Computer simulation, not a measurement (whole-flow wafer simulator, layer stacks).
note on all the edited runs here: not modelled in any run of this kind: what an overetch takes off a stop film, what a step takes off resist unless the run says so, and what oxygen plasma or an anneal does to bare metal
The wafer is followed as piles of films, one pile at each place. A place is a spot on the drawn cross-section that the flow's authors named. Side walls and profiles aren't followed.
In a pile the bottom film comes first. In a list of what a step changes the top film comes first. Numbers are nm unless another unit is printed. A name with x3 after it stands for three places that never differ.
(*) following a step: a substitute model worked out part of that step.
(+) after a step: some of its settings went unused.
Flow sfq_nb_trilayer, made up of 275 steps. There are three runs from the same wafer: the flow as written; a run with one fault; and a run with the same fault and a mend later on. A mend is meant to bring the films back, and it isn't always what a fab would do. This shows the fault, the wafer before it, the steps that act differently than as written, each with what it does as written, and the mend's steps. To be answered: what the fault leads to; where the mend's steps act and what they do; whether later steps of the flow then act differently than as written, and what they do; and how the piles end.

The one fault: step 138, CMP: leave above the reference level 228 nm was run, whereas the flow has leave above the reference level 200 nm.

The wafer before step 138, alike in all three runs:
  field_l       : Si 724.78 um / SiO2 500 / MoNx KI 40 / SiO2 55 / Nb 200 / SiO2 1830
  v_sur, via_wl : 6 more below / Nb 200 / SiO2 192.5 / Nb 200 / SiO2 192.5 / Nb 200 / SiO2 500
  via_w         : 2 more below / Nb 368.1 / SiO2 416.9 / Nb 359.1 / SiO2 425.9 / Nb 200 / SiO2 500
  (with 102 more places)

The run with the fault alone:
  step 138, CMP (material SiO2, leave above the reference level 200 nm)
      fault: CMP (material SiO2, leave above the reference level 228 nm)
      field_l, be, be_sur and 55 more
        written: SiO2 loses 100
        fault: SiO2 loses 72
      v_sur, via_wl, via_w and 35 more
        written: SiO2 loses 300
        fault: SiO2 loses 272
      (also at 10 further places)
  Steps later in the flow that act otherwise than as written (not shown: 5 more steps that differ only slightly, by at most 2% or 0.5 nm, whichever is larger):
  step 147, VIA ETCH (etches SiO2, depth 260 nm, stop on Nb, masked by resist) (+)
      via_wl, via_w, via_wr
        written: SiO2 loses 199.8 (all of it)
        fault: SiO2 loses 227.8 (all of it)
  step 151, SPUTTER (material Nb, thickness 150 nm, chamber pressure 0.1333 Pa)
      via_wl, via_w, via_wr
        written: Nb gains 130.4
        fault: Nb gains 127.1
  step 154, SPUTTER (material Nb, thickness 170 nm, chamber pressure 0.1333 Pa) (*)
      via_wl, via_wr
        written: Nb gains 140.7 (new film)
        fault: Nb gains 135.8 (new film)
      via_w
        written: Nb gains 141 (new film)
        fault: Nb gains 136.1 (new film)
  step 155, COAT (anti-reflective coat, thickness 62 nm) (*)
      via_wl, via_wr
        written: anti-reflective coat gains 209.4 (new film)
        fault: anti-reflective coat gains 238.1 (new film)
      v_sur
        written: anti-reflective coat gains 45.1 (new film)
        fault: anti-reflective coat gains 44 (new film)
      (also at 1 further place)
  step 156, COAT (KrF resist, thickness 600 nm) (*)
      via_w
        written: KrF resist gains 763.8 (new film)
        fault: KrF resist gains 789.7 (new film)
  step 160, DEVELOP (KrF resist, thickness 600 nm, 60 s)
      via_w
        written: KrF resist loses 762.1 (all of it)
        fault: KrF resist loses 787.9 (all of it)
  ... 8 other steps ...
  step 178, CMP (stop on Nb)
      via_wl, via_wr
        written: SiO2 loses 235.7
        fault: SiO2 loses 227.2
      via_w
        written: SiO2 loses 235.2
        fault: SiO2 loses 227.2
  The piles end different from the flow's at v_sur, via_wl, via_w and 18 more by more than 2% or 0.5 nm, whichever is larger.
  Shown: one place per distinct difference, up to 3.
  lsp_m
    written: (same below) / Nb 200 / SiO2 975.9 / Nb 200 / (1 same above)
    fault: (same below) / Nb 200 / SiO2 1003.9 / Nb 200 / (1 same above)
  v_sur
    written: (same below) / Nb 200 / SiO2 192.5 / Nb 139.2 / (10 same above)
    fault: (same below) / Nb 200 / SiO2 220.5 / Nb 139.2 / (10 same above)
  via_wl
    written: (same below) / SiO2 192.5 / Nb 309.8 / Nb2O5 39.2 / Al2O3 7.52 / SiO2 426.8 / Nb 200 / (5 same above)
    fault: (same below) / SiO2 192.5 / Nb 306.4 / Nb2O5 39.6 / Al2O3 7.31 / SiO2 458.1 / Nb 200 / (5 same above)

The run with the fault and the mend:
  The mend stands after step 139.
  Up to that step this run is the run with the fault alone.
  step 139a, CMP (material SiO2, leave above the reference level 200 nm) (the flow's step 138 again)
      field_l, v_sur, via_wl and 103 more
        SiO2 loses 28
  None of the later steps of the flow acts differently than as written at any place that is followed.
  The piles end the same as the flow's at every place that both follow.
